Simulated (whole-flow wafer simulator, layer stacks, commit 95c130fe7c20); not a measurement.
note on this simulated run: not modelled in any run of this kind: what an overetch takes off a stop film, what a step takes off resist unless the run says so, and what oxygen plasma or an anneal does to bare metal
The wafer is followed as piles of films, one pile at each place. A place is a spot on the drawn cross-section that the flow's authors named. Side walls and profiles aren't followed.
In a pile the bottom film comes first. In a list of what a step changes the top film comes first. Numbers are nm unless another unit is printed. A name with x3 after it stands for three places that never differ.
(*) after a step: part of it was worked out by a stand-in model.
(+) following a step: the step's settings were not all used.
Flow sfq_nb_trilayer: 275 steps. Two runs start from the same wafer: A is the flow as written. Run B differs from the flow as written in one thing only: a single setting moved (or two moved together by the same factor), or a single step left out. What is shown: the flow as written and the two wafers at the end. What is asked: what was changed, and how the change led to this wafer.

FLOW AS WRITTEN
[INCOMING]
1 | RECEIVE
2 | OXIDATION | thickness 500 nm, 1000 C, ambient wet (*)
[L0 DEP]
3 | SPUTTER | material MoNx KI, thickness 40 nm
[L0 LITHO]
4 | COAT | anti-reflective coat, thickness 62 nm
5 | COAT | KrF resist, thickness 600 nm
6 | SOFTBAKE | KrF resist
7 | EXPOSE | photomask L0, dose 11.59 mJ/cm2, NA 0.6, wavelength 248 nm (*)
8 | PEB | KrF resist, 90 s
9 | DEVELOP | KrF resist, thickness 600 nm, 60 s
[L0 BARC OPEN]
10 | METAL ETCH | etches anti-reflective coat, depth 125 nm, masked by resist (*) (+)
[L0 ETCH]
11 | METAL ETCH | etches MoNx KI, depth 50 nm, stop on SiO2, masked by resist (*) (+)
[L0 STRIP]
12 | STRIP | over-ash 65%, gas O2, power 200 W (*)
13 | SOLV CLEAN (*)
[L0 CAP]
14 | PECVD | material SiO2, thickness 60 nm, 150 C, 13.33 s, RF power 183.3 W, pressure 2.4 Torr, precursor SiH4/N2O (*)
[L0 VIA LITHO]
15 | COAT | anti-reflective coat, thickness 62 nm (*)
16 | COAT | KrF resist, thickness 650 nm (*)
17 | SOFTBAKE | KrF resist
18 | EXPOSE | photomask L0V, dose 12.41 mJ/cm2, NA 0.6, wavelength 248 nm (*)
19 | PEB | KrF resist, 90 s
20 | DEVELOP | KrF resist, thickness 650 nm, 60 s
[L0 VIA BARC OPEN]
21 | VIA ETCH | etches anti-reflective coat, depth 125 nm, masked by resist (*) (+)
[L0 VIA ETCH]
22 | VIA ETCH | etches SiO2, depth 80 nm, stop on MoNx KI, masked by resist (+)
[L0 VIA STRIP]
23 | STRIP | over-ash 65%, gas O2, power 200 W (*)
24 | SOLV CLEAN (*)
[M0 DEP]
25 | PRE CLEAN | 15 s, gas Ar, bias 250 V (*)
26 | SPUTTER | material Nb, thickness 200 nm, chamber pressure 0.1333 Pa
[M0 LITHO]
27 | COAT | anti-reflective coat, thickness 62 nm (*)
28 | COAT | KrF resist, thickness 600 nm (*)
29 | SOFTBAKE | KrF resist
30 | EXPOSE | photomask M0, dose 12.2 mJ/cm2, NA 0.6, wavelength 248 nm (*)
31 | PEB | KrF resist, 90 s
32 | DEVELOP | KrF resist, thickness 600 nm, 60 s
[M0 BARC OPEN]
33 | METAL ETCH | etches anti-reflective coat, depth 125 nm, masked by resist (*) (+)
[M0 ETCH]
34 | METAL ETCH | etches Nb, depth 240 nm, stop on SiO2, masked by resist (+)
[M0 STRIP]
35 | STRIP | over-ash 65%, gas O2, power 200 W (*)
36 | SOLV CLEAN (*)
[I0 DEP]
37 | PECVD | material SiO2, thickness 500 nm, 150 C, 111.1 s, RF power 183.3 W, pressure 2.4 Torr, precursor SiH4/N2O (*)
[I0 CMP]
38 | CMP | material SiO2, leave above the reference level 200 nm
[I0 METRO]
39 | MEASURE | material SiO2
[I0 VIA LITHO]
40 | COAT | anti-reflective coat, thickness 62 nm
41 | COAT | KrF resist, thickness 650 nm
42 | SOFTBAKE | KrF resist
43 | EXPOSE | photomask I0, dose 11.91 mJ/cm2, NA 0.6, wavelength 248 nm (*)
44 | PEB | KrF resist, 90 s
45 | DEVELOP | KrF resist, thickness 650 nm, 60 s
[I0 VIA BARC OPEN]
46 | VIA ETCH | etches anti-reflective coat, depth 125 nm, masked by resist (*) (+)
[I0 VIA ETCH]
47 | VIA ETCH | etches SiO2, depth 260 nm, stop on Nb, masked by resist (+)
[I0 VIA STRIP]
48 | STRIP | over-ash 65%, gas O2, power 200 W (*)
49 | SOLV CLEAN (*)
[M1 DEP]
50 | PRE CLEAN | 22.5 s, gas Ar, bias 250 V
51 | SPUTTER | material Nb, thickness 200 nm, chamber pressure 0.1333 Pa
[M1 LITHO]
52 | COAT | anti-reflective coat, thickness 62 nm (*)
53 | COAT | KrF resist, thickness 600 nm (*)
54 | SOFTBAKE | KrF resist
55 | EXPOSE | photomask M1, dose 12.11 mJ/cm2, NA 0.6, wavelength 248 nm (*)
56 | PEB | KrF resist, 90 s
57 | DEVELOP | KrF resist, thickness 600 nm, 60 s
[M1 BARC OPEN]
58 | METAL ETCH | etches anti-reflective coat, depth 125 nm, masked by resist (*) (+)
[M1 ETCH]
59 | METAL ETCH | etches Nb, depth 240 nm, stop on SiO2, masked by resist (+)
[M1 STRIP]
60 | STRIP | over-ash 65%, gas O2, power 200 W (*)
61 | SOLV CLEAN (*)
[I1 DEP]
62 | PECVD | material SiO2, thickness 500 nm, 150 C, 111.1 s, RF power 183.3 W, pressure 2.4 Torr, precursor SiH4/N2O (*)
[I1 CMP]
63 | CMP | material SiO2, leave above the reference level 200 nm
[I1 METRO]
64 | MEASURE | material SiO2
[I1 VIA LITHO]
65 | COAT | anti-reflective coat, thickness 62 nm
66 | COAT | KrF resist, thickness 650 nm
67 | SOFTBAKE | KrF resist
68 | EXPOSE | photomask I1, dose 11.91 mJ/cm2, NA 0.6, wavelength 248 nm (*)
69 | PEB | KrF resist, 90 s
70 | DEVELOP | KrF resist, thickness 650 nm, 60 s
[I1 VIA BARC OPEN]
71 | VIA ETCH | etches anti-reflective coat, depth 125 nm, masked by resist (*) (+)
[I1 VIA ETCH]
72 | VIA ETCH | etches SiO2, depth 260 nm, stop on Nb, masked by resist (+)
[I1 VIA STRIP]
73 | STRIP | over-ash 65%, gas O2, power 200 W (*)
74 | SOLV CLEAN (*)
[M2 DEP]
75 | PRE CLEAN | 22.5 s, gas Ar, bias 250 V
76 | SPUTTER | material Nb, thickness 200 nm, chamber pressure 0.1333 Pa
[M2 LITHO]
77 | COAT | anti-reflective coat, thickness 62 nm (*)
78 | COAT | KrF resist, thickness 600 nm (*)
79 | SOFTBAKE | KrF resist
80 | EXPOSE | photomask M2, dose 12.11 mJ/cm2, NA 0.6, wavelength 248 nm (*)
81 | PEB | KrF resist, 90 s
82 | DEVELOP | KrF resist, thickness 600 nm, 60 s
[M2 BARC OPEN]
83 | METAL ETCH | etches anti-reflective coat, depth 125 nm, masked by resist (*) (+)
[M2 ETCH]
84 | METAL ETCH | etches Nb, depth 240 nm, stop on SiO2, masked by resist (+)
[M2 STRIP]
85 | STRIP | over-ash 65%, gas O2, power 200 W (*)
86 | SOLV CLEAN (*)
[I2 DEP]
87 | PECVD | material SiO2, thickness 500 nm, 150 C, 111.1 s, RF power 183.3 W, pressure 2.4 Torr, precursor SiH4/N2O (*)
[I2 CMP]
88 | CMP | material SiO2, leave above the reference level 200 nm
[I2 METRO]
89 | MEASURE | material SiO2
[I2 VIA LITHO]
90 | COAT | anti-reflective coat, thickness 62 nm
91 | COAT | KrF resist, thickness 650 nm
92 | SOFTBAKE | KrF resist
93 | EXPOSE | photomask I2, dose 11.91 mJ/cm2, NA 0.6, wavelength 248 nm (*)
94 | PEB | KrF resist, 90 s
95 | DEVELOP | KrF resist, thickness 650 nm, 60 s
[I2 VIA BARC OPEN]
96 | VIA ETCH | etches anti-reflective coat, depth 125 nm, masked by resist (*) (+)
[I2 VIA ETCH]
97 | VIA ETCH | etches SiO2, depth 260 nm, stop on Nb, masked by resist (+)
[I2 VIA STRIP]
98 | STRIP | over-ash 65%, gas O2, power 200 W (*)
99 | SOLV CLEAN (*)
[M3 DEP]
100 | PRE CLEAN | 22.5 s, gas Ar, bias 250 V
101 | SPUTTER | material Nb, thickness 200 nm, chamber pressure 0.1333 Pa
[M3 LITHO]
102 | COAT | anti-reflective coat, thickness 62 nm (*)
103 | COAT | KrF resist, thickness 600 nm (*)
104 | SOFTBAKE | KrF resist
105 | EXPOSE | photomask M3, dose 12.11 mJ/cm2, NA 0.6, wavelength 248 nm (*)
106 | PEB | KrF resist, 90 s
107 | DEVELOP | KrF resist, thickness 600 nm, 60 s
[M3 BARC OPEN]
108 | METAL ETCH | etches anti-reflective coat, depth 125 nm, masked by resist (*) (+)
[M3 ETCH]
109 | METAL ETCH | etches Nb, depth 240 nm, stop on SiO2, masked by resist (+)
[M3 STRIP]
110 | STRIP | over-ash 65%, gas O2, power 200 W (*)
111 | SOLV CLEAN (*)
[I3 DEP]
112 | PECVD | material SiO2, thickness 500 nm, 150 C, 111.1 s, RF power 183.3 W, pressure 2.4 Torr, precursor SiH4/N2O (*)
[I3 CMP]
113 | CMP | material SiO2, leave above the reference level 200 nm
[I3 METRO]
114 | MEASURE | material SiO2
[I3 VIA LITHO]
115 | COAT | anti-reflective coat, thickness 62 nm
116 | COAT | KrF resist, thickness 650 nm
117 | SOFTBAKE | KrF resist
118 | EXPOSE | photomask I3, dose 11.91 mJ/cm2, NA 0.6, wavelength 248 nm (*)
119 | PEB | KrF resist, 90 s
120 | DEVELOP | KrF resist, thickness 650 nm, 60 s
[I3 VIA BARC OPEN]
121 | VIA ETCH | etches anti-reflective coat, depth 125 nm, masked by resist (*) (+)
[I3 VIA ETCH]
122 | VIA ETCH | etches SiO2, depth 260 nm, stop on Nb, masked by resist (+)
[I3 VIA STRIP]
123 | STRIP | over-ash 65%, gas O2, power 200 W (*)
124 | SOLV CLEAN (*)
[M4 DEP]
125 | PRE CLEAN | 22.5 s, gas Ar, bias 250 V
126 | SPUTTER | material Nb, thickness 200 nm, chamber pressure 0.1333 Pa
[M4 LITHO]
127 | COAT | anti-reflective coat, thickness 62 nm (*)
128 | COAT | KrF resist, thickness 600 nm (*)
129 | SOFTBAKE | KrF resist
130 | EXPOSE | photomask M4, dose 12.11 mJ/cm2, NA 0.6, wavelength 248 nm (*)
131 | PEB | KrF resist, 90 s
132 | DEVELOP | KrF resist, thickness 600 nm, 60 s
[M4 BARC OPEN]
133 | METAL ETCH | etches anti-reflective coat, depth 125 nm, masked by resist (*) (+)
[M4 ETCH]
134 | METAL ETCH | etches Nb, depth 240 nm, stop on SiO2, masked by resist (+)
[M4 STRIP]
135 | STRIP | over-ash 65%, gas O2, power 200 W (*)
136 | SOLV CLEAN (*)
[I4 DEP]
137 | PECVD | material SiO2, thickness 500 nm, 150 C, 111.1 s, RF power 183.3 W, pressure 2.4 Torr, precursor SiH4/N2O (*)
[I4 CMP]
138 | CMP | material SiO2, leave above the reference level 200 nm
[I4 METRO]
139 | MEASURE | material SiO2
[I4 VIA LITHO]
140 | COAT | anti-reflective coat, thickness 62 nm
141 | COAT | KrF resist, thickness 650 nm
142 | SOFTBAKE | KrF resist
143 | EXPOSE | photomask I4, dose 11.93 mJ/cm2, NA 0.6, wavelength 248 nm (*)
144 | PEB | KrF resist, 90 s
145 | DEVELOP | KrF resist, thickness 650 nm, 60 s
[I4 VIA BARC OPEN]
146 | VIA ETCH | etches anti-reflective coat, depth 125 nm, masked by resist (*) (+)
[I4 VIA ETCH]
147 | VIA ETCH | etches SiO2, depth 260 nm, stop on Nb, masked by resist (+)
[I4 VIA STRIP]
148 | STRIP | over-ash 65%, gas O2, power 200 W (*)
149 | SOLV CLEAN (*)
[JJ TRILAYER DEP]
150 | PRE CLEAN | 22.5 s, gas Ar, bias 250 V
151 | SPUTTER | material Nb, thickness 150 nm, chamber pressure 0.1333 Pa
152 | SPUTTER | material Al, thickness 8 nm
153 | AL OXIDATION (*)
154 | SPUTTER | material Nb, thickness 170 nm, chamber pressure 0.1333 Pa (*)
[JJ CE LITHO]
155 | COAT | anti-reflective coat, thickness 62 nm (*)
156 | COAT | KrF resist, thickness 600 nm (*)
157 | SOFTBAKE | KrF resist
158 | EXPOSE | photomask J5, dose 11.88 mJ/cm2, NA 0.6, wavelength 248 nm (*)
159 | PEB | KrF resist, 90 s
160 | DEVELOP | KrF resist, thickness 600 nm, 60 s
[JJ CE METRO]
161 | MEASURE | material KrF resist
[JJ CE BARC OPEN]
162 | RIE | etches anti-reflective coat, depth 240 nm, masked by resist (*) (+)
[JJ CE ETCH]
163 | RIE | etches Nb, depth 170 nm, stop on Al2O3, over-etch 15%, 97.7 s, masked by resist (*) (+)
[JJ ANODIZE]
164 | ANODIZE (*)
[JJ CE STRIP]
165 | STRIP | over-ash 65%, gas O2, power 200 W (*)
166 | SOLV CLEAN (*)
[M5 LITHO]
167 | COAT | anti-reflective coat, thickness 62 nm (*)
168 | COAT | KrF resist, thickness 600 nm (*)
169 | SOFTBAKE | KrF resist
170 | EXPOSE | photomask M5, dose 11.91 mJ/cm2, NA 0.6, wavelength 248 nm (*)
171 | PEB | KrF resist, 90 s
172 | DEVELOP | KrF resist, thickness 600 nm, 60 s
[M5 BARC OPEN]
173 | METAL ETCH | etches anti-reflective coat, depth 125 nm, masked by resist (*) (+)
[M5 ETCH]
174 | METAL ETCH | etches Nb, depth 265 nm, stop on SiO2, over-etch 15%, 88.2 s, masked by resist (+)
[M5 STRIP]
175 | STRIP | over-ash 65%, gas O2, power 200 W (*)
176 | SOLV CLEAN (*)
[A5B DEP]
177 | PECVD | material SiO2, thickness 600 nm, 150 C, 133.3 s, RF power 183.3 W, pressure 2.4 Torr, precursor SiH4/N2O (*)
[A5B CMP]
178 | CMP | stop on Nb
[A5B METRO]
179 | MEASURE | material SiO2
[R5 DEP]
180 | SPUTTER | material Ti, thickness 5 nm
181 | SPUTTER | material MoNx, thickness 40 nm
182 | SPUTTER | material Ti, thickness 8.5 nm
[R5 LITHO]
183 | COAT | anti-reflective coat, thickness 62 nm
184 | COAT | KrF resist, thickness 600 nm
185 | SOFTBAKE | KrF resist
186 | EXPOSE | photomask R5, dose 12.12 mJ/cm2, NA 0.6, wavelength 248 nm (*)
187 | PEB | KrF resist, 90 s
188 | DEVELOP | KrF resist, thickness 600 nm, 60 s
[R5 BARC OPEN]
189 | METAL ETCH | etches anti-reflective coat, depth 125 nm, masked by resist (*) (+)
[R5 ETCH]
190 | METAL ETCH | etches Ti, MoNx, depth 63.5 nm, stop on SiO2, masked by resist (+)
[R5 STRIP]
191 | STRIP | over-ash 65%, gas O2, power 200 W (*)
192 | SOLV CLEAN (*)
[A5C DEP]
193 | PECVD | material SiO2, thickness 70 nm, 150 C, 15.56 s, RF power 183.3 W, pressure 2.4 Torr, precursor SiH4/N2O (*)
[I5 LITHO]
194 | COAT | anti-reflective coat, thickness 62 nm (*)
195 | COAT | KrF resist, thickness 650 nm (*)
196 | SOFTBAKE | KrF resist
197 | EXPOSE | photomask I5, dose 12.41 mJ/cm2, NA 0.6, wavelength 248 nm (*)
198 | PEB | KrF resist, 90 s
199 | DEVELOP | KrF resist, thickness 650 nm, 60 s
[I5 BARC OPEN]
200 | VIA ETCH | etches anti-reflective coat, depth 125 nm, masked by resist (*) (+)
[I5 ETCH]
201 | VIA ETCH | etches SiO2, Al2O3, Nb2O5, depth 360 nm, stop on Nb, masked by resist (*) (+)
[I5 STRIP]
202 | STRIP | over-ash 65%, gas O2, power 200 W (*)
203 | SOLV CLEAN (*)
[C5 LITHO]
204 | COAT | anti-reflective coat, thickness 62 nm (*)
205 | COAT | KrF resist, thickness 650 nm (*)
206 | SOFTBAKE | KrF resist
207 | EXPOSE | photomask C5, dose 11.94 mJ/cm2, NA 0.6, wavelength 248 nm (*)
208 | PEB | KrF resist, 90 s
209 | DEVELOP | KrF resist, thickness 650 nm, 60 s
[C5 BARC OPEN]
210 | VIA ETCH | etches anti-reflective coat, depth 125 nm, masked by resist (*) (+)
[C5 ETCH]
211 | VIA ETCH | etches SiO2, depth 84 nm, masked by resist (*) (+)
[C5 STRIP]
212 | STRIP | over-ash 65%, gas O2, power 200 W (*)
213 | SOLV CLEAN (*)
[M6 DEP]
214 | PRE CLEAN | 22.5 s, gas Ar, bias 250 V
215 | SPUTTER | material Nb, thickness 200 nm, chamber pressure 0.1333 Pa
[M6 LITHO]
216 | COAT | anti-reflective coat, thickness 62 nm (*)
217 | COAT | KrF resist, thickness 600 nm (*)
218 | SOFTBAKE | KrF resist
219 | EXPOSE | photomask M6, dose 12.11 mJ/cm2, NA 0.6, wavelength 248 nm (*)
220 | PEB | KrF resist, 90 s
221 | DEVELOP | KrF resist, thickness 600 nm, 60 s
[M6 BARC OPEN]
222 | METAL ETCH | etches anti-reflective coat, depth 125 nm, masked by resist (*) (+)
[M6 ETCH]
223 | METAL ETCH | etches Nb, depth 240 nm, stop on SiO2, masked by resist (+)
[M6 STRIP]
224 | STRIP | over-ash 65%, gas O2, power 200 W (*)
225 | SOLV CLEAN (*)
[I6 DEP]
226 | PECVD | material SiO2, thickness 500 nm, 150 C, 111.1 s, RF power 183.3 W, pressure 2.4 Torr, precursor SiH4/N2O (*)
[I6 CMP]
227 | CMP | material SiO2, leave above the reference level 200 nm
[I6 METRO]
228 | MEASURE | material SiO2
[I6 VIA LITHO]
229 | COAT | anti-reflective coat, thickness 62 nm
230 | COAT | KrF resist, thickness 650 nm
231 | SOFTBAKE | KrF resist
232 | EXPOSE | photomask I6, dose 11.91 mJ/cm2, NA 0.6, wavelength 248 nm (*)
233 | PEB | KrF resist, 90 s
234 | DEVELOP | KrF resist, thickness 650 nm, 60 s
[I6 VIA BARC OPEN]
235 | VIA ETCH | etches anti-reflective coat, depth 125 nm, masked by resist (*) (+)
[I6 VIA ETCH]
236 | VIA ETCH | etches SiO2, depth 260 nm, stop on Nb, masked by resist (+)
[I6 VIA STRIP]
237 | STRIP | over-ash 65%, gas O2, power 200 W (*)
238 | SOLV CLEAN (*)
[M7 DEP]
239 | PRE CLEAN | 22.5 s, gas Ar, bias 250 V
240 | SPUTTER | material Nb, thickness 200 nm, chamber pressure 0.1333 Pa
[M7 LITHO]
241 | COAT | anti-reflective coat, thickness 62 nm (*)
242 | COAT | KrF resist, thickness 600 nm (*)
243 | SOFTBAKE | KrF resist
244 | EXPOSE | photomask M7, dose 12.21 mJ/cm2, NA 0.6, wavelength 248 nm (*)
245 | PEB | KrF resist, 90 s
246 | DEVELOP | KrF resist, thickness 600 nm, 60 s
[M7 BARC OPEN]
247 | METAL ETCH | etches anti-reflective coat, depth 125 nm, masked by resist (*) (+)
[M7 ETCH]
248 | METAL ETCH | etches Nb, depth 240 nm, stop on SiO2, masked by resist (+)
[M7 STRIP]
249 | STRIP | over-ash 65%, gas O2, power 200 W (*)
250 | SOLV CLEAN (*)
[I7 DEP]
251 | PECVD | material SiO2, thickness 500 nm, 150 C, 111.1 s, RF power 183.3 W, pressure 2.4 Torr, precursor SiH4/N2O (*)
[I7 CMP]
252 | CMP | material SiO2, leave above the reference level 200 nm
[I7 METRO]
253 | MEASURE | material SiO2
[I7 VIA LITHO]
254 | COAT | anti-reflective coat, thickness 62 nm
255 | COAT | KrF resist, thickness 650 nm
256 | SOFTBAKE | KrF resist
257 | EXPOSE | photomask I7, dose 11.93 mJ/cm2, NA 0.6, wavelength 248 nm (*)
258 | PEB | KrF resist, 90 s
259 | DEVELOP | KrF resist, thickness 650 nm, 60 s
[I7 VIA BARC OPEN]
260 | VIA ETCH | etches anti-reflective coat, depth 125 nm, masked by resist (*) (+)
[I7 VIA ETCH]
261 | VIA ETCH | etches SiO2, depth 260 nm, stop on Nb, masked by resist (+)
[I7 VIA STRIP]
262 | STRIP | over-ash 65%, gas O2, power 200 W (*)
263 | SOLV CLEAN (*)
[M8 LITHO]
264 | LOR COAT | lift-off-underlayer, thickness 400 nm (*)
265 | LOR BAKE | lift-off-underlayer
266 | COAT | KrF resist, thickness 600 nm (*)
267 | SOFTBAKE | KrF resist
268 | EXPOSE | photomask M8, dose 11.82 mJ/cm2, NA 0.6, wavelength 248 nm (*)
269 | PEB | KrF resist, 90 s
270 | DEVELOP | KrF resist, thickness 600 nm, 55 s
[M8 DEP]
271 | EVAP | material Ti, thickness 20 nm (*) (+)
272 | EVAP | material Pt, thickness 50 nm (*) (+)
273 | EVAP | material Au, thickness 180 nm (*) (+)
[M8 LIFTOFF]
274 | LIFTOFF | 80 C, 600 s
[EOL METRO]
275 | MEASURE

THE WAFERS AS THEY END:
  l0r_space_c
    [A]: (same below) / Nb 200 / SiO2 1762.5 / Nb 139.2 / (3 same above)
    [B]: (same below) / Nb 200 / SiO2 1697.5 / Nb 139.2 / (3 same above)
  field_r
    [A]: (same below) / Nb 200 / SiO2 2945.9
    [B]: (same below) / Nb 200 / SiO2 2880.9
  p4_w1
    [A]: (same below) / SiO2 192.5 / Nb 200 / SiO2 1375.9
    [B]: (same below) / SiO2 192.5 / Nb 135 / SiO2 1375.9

Cause: step 126, SPUTTER: thickness 135 nm was run, while the flow as written has thickness 200 nm.
The wafer itself shows it: p4_w1 has Nb 135, and step 126 as written asks for 200 nm.

The path from the change to this, step by step:
  126 | SPUTTER | material Nb, thickness 200 nm, chamber pressure 0.1333 Pa
      field_l, v_sur, via_wl and 102 more: A +200 Nb (new film) | B +135 Nb (new film)
      via_v: A +165.5 Nb | B +111.4 Nb
  127 | COAT | anti-reflective coat, thickness 62 nm (*)
      via_v: A +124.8 anti-reflective coat (new film) | B +121.5 anti-reflective coat (new film)
  134 | METAL ETCH | etches Nb, depth 240 nm, stop on SiO2, masked by resist (+)
      field_l, be, be_sur and 64 more: A -200 Nb (all of it) | B -135 Nb (all of it)
      v_sur, via_wl, via_w and 36 more: A -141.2 KrF resist | B -119.1 KrF resist
  135 | STRIP | over-ash 65%, gas O2, power 200 W (*)
      p4_fl, p4_fm, p4_w1 and 26 more: A -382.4 KrF resist (all of it), -62 anti-reflective coat (all of it) | B -404.4 KrF resist (all of it), -62 anti-reflective coat (all of it)
      ln_m5, lsp_m, ln_m6: A -381.9 KrF resist (all of it), -61.8 anti-reflective coat (all of it) | B -404 KrF resist (all of it), -61.8 anti-reflective coat (all of it)
      (as well as at 7 more places)
  137 | PECVD | material SiO2, thickness 500 nm, 150 C, 111.1 s, RF power 183.3 W, pressure 2.4 Torr, precursor SiH4/N2O (*)
      p3_s0, p3_s1, p3_s2, p3_s3, p3_s4, p3_s5: A +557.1 SiO2 | B +500 SiO2
      via_v: A +615 SiO2 (new film) | B +597.5 SiO2 (new film)
  138 | CMP | material SiO2, leave above the reference level 200 nm
      field_l, be, be_sur and 55 more: A -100 SiO2 | B -165 SiO2
      p3_s0, p3_s1, p3_s2, p3_s3, p3_s4, p3_s5: A -157.1 SiO2 | B -165 SiO2
      (as well as at 4 more places)
